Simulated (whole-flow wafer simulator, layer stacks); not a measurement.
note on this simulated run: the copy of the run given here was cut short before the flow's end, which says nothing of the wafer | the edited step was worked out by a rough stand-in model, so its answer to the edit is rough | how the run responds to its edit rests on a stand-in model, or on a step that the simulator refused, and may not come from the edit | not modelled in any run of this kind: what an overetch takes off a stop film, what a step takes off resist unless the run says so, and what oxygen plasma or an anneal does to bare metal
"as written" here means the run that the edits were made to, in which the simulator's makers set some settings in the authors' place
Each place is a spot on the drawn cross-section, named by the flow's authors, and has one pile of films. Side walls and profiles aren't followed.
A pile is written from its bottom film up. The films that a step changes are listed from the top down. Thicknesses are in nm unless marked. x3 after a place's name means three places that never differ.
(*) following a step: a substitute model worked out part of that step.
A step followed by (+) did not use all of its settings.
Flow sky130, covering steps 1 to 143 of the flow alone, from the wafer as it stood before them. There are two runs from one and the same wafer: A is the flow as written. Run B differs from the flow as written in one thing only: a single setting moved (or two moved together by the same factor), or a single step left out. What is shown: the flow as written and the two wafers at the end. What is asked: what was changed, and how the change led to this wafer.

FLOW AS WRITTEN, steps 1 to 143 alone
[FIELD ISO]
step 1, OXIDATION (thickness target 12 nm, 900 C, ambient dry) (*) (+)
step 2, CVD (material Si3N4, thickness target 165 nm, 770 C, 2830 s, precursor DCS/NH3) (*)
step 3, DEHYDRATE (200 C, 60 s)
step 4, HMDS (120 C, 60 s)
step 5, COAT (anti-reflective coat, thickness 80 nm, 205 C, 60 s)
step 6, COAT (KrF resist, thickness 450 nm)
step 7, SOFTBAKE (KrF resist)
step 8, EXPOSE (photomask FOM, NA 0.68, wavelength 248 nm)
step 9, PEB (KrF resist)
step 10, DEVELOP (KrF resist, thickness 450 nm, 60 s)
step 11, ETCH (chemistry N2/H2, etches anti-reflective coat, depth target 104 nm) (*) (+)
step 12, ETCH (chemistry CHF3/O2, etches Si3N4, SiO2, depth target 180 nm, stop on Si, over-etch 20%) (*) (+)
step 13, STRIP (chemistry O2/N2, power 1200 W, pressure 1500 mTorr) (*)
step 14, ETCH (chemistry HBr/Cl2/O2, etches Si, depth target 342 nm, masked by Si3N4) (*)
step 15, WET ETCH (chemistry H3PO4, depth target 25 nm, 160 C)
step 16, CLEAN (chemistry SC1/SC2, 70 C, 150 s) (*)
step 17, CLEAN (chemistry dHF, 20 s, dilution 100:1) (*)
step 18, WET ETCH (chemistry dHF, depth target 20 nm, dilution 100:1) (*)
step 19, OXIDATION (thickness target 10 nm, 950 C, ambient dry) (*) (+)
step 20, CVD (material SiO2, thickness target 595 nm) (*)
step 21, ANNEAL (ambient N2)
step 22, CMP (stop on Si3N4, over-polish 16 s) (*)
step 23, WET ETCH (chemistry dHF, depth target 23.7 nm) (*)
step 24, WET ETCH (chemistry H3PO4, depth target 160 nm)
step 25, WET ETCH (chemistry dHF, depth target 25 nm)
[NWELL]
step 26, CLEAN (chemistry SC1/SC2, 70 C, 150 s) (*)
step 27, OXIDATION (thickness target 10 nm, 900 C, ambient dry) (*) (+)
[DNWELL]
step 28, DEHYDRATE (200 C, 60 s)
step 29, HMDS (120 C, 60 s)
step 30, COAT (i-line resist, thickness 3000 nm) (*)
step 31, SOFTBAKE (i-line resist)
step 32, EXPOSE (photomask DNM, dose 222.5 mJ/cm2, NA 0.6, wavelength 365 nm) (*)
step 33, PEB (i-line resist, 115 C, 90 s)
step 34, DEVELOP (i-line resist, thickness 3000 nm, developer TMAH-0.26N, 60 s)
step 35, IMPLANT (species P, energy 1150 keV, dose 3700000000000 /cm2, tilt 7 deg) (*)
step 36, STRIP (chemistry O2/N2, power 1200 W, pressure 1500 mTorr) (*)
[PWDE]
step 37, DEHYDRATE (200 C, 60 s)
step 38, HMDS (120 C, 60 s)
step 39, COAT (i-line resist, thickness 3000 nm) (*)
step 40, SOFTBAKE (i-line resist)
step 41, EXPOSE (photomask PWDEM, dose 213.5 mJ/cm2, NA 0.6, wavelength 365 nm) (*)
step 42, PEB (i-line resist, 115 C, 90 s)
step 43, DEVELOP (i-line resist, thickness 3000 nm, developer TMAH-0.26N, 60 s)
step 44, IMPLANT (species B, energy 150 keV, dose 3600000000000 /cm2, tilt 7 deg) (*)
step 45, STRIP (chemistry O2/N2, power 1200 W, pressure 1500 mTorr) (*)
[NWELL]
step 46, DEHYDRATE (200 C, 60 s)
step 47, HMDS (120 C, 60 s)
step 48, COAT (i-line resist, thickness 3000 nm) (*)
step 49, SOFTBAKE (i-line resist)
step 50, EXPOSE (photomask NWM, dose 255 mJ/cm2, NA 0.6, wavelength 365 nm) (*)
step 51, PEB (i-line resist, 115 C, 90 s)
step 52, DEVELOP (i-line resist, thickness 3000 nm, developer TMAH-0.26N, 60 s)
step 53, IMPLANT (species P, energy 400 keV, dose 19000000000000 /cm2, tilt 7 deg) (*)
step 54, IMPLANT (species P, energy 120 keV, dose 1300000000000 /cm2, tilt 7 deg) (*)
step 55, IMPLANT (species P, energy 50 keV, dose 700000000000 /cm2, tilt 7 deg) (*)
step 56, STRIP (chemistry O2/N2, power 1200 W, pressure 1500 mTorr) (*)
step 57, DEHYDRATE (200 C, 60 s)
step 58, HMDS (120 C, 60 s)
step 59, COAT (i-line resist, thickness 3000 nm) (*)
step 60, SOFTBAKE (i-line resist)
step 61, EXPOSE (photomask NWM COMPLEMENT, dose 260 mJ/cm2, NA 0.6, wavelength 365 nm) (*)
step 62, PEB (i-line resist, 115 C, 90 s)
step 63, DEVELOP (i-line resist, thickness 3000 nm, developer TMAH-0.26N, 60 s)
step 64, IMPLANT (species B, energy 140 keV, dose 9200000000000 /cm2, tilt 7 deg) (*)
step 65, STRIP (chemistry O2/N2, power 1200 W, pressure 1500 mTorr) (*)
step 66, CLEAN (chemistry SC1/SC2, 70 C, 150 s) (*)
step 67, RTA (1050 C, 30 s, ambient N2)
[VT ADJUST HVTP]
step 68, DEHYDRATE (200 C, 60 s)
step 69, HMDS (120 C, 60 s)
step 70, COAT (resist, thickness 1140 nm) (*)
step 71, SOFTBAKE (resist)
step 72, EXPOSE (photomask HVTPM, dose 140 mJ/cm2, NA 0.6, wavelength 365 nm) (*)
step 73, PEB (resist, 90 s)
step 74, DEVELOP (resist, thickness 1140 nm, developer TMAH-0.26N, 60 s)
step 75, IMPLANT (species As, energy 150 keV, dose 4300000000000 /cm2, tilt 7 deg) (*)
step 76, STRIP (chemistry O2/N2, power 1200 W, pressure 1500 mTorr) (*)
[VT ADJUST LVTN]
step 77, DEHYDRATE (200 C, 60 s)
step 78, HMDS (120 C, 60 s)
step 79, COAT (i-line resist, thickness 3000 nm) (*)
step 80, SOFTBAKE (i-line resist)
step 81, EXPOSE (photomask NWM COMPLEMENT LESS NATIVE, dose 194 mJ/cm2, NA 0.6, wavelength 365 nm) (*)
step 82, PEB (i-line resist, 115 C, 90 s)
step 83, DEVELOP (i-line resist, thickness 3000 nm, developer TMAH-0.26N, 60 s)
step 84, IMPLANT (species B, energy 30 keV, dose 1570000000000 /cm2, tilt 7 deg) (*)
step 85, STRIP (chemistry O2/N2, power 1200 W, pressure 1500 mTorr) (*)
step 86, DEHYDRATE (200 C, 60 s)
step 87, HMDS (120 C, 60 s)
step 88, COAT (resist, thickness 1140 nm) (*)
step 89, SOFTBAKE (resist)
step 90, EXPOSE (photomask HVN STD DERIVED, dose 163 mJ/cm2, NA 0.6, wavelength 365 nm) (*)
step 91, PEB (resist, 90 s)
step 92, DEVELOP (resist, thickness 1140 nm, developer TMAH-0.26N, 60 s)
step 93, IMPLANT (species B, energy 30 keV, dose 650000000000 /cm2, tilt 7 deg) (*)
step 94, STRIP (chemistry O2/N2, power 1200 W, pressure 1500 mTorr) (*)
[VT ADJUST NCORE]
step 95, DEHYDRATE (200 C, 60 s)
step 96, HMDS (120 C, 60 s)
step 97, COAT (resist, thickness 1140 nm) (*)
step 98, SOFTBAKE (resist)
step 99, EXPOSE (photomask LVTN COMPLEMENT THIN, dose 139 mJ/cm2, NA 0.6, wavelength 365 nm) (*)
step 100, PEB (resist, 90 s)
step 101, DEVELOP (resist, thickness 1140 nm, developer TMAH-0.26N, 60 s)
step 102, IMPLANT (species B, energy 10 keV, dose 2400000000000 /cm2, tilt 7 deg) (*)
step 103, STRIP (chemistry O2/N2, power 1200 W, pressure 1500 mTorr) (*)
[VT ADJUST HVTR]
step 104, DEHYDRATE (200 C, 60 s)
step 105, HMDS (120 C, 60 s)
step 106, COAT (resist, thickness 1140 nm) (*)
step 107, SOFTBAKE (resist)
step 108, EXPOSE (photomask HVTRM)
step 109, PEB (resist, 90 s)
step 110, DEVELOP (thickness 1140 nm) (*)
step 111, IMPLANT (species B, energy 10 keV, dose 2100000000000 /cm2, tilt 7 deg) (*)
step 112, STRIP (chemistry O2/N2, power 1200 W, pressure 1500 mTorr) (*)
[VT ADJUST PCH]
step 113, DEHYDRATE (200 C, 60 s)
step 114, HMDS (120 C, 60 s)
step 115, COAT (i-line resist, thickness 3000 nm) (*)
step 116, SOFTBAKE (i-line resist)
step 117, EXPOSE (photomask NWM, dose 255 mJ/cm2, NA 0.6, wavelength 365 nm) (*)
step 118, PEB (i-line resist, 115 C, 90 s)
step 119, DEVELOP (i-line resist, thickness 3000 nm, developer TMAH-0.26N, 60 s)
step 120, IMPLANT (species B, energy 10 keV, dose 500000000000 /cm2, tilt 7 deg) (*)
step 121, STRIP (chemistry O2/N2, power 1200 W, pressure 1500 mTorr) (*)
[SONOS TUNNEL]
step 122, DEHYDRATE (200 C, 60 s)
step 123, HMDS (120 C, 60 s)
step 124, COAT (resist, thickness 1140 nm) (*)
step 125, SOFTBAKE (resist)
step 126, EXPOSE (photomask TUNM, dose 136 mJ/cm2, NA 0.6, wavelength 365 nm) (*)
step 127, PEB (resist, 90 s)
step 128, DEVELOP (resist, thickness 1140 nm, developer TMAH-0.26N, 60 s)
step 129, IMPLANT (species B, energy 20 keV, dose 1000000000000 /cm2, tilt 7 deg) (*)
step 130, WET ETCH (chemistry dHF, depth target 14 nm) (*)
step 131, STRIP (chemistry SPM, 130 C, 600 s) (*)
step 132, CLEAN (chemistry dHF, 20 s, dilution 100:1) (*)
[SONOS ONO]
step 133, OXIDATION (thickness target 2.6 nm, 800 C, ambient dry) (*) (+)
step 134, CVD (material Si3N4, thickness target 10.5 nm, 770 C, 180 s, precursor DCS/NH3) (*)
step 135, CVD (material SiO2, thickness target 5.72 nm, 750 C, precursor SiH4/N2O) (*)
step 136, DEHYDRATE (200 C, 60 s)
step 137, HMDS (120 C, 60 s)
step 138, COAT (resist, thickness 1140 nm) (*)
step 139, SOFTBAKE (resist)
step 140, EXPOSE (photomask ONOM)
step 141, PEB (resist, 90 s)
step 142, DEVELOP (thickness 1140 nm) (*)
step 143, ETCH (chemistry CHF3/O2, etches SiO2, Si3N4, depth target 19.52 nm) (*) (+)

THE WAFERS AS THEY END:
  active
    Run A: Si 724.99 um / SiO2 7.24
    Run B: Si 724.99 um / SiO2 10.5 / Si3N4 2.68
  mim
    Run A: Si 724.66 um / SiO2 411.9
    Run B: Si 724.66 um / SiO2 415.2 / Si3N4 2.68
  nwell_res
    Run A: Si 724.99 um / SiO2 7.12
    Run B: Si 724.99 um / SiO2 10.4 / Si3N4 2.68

The reason: step 143, ETCH: depth target 13.54 nm was run, whereas the flow has depth target 19.52 nm.

Step by step, how the change led to this:
  step 143, ETCH (chemistry CHF3/O2, etches SiO2, Si3N4, depth target 19.52 nm) (*) (+)
      field, active, p_well x5 and 179 more: A -5.72 SiO2 (all of it), -10.5 Si3N4 (all of it), -3.3 SiO2 | B -5.72 SiO2 (all of it), -7.82 Si3N4
      n_well, sonos_sd: A -5.72 SiO2 (all of it), -10.5 Si3N4 (all of it), -2.6 SiO2 (all of it), -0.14 Si | B -5.72 SiO2 (all of it), -7.82 Si3N4
      (also at 2 further places)
